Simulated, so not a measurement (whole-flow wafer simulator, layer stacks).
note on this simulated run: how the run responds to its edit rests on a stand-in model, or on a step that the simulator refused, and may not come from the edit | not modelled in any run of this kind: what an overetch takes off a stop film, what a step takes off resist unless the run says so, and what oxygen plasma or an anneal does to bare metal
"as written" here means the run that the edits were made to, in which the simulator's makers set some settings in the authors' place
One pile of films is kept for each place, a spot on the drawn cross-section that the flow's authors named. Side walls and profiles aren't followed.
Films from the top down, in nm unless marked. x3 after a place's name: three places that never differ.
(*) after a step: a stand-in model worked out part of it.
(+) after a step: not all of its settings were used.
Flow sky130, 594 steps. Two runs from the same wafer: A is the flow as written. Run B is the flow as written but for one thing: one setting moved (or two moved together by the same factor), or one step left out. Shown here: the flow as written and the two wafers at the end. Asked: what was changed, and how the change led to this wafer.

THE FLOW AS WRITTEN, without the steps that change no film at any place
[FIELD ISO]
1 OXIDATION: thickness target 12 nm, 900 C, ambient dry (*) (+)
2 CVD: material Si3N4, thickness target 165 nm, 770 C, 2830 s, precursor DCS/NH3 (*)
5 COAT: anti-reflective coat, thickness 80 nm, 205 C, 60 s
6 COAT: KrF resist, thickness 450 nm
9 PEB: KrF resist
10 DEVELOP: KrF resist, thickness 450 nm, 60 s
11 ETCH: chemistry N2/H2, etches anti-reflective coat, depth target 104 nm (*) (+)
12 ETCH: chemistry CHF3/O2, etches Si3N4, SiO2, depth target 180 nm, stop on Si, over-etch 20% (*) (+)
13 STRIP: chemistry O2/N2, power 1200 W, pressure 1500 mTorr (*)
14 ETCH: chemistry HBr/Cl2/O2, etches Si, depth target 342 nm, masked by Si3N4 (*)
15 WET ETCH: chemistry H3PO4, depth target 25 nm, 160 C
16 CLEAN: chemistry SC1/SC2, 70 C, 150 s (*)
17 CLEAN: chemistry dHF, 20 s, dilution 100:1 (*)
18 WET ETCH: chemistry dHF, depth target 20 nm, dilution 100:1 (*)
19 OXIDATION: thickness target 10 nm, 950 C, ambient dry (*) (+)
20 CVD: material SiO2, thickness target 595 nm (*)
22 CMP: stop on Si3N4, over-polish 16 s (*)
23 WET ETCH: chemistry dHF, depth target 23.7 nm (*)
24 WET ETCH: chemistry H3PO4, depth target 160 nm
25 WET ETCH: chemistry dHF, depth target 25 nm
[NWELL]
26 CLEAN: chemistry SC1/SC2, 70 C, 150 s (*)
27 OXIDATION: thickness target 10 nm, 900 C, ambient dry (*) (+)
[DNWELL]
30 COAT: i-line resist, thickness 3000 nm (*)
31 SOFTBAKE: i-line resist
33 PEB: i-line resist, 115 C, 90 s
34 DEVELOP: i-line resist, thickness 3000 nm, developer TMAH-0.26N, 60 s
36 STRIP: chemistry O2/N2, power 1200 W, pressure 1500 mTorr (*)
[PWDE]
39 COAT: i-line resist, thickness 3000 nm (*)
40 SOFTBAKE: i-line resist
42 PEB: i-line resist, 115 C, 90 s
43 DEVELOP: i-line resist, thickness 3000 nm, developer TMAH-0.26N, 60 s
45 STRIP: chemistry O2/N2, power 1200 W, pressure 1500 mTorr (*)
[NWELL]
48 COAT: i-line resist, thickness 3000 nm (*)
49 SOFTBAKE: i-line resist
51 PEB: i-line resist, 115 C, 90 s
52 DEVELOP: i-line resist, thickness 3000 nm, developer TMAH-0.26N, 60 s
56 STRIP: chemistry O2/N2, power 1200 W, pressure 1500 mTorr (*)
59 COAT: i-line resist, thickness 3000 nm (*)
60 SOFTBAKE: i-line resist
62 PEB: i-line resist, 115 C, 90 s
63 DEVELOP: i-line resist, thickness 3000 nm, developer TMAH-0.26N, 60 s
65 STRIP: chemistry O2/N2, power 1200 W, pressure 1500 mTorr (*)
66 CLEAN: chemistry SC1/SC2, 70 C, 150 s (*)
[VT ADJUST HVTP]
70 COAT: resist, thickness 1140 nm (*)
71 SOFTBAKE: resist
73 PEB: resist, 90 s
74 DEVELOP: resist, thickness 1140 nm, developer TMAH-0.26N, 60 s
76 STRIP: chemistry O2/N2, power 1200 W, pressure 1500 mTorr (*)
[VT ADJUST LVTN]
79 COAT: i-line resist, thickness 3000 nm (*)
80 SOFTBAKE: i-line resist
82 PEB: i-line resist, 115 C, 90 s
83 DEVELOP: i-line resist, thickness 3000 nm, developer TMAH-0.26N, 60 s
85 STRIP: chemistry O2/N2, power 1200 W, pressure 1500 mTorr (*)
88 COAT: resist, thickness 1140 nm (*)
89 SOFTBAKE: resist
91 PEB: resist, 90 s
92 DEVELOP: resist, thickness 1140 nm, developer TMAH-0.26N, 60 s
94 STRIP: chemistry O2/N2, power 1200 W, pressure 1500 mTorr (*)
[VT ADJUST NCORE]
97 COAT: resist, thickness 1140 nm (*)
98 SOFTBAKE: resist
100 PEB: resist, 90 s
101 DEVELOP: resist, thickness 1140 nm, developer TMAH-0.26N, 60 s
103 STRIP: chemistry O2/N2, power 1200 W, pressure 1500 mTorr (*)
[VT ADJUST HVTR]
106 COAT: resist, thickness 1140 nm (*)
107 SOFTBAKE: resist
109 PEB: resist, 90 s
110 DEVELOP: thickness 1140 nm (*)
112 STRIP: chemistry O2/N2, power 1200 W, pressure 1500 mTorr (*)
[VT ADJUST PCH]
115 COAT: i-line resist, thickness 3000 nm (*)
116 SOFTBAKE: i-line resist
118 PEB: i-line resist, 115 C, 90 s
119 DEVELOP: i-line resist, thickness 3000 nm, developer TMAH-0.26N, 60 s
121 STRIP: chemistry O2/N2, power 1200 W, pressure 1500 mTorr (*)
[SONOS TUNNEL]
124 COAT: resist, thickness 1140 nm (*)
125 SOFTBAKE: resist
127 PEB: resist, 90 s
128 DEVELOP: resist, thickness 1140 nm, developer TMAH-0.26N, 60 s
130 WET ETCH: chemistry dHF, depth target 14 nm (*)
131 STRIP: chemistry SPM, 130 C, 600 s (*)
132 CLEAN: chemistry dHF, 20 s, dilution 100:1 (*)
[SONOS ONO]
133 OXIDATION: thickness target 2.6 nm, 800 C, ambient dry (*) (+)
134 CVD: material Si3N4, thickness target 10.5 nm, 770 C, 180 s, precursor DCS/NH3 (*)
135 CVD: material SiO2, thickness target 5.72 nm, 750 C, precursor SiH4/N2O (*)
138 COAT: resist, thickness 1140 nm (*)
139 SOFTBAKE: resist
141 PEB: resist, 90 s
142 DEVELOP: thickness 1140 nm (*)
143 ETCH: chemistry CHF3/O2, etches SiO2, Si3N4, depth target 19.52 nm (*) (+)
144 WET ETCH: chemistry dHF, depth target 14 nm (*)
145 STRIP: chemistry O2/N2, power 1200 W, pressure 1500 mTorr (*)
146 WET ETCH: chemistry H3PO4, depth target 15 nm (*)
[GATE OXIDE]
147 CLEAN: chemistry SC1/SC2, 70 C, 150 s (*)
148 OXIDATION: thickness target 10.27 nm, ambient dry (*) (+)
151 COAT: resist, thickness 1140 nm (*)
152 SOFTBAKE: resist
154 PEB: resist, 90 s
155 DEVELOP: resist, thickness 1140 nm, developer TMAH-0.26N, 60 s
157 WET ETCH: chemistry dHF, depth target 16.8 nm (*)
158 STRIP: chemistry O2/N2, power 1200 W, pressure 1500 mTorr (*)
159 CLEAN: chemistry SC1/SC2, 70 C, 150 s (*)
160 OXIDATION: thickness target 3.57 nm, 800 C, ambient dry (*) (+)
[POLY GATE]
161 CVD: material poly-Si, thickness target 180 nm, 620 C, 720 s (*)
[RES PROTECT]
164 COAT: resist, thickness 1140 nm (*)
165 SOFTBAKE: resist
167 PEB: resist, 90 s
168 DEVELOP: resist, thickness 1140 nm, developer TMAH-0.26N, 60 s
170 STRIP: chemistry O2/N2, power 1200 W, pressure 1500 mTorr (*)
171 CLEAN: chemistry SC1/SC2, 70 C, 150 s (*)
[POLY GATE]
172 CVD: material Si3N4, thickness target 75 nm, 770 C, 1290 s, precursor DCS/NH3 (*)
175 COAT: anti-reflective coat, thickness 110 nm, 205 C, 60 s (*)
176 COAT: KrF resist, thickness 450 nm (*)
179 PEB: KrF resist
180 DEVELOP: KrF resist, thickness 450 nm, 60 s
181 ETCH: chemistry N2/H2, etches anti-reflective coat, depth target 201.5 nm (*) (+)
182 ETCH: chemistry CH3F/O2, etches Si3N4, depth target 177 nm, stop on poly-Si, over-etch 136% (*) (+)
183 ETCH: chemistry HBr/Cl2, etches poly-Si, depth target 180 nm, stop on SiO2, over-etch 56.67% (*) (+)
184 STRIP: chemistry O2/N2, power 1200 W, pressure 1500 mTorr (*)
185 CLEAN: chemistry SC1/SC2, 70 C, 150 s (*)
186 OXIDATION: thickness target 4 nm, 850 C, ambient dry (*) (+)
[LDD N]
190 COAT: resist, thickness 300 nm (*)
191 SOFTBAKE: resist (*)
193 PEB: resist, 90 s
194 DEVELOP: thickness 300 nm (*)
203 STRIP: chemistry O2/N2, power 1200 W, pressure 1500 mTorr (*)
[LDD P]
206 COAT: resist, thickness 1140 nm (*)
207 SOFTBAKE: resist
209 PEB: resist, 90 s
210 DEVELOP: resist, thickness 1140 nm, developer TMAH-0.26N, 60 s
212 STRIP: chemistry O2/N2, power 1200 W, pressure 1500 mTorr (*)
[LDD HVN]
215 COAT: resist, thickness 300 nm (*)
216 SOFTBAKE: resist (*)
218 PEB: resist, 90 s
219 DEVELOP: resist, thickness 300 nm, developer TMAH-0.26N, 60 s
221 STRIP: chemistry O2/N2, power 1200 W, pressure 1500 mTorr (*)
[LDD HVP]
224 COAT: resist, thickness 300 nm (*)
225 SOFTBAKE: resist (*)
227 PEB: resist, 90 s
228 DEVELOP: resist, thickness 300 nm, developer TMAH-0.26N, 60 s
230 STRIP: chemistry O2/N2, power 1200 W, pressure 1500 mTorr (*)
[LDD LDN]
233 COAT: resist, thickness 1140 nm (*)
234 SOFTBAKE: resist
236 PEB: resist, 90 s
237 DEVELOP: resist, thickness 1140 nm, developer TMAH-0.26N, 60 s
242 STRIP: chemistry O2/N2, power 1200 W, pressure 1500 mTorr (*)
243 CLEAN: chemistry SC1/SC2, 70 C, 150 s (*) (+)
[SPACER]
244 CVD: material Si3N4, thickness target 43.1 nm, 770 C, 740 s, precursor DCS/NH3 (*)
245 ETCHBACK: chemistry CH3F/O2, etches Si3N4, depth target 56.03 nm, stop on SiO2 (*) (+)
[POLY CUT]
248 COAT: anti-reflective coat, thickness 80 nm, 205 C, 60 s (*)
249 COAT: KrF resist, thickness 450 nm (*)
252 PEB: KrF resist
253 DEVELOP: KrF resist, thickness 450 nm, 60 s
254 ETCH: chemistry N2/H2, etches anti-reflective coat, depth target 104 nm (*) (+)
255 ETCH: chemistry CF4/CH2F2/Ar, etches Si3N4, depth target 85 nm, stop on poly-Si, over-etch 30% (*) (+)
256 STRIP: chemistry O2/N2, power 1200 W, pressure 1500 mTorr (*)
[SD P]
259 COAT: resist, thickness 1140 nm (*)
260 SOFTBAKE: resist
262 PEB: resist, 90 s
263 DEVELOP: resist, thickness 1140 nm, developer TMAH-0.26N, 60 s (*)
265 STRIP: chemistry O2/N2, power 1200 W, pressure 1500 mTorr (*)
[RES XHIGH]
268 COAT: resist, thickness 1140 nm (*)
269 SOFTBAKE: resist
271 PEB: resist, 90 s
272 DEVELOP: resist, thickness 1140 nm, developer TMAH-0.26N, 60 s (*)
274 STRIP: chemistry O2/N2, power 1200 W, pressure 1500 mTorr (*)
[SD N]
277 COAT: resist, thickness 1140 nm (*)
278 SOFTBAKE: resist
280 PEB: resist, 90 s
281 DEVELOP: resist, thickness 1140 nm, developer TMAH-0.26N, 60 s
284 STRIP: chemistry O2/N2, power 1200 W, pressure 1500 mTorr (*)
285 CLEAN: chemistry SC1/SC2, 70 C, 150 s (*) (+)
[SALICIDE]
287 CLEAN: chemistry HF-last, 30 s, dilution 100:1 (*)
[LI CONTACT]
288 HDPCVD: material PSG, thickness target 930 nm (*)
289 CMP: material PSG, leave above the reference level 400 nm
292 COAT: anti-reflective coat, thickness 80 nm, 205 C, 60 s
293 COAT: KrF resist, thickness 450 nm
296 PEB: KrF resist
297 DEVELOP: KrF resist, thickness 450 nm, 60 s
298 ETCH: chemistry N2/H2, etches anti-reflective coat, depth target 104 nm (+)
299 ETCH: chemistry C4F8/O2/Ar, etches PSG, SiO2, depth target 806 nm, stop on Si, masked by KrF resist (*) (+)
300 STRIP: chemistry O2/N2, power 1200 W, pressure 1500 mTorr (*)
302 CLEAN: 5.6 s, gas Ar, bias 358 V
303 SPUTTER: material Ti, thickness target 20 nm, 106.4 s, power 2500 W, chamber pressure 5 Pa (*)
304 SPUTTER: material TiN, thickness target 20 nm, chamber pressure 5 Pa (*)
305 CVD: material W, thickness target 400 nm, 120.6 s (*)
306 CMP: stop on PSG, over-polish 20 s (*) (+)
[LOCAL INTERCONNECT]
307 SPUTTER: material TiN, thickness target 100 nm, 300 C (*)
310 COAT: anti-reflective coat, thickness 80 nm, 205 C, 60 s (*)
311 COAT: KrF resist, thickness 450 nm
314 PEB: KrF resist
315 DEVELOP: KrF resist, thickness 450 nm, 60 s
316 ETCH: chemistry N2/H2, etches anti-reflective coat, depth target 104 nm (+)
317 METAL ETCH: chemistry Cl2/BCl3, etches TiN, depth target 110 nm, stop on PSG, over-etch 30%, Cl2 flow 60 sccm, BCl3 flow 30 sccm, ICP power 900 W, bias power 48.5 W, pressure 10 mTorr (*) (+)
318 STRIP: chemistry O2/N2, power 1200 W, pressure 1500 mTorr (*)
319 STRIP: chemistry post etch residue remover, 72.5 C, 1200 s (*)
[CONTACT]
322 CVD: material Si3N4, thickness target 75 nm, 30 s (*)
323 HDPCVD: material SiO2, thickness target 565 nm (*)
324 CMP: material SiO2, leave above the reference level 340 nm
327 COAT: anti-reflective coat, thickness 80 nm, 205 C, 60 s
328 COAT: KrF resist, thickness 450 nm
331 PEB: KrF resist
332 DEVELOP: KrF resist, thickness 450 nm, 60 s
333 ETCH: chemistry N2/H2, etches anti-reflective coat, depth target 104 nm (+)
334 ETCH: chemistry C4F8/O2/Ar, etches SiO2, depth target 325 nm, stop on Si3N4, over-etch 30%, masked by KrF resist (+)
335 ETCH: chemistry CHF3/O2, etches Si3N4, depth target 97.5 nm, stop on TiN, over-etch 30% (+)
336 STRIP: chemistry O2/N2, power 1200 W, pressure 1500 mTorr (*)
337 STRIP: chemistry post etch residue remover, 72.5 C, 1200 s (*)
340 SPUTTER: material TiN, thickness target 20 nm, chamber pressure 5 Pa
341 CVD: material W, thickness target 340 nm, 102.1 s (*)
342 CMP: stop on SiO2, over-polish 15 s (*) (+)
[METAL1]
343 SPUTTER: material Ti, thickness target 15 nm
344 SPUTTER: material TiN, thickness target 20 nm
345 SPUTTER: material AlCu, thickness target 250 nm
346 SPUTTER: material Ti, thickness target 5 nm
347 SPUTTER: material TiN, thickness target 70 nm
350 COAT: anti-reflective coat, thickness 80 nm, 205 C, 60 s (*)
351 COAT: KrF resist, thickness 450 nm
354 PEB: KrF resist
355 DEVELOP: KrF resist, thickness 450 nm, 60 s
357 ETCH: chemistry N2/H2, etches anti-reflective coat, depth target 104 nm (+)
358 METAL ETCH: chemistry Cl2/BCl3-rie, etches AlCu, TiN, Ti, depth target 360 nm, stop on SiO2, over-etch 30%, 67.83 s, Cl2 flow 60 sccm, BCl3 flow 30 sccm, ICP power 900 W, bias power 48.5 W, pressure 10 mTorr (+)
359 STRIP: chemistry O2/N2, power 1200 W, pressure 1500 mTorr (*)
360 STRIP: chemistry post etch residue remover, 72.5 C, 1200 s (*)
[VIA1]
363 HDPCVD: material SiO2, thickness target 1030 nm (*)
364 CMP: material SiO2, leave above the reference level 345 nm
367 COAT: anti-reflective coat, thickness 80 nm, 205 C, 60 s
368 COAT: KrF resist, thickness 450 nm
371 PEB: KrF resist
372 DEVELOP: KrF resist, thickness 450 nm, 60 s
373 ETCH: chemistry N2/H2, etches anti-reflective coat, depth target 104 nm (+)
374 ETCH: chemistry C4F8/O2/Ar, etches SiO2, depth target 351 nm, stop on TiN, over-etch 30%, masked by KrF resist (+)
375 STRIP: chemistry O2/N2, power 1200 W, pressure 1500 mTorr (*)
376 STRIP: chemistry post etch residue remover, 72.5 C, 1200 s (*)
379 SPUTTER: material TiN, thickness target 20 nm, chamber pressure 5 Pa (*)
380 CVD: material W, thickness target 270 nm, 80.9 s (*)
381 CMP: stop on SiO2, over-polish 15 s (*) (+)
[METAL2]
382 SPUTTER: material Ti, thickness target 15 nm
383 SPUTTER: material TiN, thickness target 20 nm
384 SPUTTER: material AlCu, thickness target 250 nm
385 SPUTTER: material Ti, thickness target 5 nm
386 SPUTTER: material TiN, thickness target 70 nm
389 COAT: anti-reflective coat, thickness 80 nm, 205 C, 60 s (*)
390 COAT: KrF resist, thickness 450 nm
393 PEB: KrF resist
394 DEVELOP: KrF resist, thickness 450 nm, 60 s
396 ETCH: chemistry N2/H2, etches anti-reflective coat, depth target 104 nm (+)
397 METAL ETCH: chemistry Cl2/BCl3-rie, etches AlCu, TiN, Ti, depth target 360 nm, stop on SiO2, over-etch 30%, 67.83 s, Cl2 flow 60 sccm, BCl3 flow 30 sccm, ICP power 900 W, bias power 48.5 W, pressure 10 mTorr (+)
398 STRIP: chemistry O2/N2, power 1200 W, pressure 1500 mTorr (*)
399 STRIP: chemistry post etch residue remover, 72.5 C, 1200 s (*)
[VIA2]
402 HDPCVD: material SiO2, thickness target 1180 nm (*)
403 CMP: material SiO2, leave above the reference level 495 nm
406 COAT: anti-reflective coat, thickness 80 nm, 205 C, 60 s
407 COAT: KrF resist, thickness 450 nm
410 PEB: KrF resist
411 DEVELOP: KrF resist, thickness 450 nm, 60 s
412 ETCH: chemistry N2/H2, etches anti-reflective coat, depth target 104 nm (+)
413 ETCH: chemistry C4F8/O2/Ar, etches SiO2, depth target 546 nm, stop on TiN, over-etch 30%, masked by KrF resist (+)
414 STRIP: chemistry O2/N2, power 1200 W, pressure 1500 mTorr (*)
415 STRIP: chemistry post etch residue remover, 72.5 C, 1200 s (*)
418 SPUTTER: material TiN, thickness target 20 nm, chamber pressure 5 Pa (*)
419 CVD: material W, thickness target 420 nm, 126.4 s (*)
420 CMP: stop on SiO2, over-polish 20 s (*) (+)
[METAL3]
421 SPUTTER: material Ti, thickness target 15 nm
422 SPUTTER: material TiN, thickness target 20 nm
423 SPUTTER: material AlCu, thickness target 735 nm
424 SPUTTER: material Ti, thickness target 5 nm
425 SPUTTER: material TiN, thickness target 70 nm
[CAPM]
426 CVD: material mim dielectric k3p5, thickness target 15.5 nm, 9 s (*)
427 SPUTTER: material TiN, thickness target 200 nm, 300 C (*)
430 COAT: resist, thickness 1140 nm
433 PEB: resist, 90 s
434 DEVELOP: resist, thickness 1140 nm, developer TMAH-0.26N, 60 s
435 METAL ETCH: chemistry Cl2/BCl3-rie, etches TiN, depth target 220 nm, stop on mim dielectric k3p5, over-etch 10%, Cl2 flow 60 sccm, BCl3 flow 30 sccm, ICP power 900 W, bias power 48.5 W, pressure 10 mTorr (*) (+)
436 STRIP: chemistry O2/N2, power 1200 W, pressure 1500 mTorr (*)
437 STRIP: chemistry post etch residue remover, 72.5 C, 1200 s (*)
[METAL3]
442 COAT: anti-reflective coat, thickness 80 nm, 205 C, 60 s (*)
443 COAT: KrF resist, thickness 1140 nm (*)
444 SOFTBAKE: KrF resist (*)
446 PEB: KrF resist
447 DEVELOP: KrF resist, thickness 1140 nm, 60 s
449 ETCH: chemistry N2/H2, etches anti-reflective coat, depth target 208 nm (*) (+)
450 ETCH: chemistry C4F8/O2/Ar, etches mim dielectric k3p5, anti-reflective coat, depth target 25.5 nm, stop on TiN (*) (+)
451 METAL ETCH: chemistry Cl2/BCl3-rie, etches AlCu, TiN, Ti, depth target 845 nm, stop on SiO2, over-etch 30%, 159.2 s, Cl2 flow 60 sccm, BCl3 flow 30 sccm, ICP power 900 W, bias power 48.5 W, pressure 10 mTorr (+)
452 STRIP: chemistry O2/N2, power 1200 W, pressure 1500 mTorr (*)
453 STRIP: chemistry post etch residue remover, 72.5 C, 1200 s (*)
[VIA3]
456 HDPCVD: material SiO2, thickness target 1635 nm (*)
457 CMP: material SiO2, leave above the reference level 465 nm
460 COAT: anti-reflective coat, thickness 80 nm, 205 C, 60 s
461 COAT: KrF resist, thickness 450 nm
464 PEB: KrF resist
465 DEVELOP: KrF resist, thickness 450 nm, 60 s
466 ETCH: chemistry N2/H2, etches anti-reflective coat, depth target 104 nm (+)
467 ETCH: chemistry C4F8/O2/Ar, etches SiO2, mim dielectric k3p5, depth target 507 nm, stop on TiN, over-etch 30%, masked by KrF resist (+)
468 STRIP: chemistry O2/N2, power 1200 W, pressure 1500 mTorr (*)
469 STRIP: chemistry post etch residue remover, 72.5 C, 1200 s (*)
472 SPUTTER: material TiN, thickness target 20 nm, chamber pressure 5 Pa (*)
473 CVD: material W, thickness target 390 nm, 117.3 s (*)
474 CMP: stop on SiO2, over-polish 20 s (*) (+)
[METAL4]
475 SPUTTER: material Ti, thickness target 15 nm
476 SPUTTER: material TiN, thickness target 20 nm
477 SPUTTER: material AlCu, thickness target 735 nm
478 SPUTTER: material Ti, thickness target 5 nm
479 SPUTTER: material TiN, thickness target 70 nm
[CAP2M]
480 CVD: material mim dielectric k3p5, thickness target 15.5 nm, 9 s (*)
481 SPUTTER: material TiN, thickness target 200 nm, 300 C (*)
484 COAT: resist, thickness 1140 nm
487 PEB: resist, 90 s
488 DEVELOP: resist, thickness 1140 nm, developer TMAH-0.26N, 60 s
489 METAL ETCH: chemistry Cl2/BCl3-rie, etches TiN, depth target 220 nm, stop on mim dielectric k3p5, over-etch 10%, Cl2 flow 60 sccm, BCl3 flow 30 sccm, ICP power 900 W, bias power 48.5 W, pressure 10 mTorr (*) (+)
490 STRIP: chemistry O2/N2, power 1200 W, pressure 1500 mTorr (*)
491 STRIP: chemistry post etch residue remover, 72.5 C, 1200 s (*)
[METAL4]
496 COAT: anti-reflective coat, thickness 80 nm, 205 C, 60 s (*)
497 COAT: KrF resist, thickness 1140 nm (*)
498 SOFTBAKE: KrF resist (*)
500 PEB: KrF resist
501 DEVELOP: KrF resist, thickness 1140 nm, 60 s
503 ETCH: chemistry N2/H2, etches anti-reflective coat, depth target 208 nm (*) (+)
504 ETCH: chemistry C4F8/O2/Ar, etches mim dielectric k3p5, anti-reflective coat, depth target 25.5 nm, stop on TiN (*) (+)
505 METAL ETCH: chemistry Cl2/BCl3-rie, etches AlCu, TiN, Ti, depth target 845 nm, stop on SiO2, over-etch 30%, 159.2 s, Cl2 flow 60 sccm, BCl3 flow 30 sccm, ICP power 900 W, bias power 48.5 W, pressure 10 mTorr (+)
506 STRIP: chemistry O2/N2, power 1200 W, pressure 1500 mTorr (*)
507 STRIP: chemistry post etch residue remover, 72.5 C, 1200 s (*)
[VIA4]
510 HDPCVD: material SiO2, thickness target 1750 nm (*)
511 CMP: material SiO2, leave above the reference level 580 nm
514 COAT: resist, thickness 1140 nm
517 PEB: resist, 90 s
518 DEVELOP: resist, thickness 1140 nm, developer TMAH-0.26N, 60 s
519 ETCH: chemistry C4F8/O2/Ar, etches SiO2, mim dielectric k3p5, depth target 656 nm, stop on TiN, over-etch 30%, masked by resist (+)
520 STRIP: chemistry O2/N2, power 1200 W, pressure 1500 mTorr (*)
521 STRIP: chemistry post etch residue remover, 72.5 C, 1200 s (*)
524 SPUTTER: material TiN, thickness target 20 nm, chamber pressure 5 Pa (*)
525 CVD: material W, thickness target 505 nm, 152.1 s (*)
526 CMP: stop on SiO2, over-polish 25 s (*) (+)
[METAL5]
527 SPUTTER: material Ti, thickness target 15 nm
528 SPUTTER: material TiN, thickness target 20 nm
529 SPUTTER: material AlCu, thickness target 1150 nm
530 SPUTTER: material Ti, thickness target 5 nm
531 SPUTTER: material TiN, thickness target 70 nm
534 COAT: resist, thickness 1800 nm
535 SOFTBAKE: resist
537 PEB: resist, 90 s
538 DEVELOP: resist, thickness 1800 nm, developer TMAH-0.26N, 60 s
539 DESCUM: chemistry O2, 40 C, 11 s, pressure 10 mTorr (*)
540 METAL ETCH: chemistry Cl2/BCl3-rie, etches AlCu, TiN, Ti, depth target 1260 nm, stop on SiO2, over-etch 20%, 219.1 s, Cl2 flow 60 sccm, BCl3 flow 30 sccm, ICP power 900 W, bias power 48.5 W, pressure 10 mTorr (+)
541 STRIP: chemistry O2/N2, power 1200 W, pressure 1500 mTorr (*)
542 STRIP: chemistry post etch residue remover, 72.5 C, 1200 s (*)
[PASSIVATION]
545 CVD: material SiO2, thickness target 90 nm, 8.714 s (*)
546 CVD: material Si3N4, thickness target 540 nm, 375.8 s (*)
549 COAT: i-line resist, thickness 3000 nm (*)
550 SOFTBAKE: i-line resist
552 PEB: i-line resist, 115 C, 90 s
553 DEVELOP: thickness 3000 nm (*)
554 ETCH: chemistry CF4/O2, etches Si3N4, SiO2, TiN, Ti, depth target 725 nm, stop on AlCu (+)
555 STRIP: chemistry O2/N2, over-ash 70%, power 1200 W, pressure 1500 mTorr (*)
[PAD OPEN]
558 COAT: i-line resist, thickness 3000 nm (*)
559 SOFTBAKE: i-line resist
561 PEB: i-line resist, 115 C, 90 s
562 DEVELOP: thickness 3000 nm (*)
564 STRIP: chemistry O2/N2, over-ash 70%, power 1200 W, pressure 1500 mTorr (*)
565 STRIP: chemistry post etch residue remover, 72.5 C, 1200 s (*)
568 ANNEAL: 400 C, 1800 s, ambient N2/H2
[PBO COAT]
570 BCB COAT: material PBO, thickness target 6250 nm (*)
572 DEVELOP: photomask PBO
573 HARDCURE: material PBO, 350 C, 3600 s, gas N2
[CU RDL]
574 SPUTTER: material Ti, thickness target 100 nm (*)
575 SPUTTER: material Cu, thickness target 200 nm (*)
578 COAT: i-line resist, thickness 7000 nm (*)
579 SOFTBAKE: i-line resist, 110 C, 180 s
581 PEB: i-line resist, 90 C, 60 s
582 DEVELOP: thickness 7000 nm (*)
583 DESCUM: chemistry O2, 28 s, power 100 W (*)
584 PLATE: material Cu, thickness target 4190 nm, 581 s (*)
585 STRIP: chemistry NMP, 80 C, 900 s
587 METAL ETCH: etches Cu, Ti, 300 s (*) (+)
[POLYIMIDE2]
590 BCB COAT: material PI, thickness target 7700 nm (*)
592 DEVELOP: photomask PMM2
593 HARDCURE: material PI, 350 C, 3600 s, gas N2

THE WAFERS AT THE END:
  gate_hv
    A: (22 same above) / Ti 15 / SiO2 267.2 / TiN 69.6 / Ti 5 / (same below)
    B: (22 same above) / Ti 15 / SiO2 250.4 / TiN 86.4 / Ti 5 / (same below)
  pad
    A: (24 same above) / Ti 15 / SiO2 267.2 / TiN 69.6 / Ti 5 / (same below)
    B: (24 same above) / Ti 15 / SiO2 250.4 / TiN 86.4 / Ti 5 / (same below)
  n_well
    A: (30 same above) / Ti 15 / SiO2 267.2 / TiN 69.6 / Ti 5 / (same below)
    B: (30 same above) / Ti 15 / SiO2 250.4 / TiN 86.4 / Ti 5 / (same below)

The cause: step 347, SPUTTER: thickness target 86.8 nm was run, where the flow has thickness target 70 nm.

How the change led to this, step by step:
  347 SPUTTER: material TiN, thickness target 70 nm
      field, active, n_well and 188 more: A TiN +70 (new film) | B TiN +86.8 (new film)
  358 METAL ETCH: chemistry Cl2/BCl3-rie, etches AlCu, TiN, Ti, depth target 360 nm, stop on SiO2, over-etch 30%, 67.83 s, Cl2 flow 60 sccm, BCl3 flow 30 sccm, ICP power 900 W, bias power 48.5 W, pressure 10 mTorr (+)
      field, active, gate and 81 more: A TiN -68.7 (all of it), Ti -5 (all of it), AlCu -250 (all of it), TiN -20 (all of it), Ti -15 (all of it), SiO2 -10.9 | B TiN -85.5 (all of it), Ti -5 (all of it), AlCu -250 (all of it), TiN -20 (all of it), Ti -15 (all of it), SiO2 -9.25
  364 CMP: material SiO2, leave above the reference level 345 nm
      n_well, p_well, gate_hv and 100 more: A SiO2 -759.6 | B SiO2 -776.4
      poly_licon, ndiff_licon, ndiff_licon_cpp, rpo_hd_licon: A SiO2 -759 | B SiO2 -775.8
  374 ETCH: chemistry C4F8/O2/Ar, etches SiO2, depth target 351 nm, stop on TiN, over-etch 30%, masked by KrF resist (+)
      field, active, n_well and 186 more: A KrF resist -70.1 | B KrF resist -65.8
      m1, via1_hole: A SiO2 -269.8 (all of it) | B SiO2 -253 (all of it)
  380 CVD: material W, thickness target 270 nm, 80.9 s (*)
      m1: A W +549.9 (new film) | B W +532.7 (new film)
      via1_hole: A W +549.9 (new film) | B W +532.8 (new film)
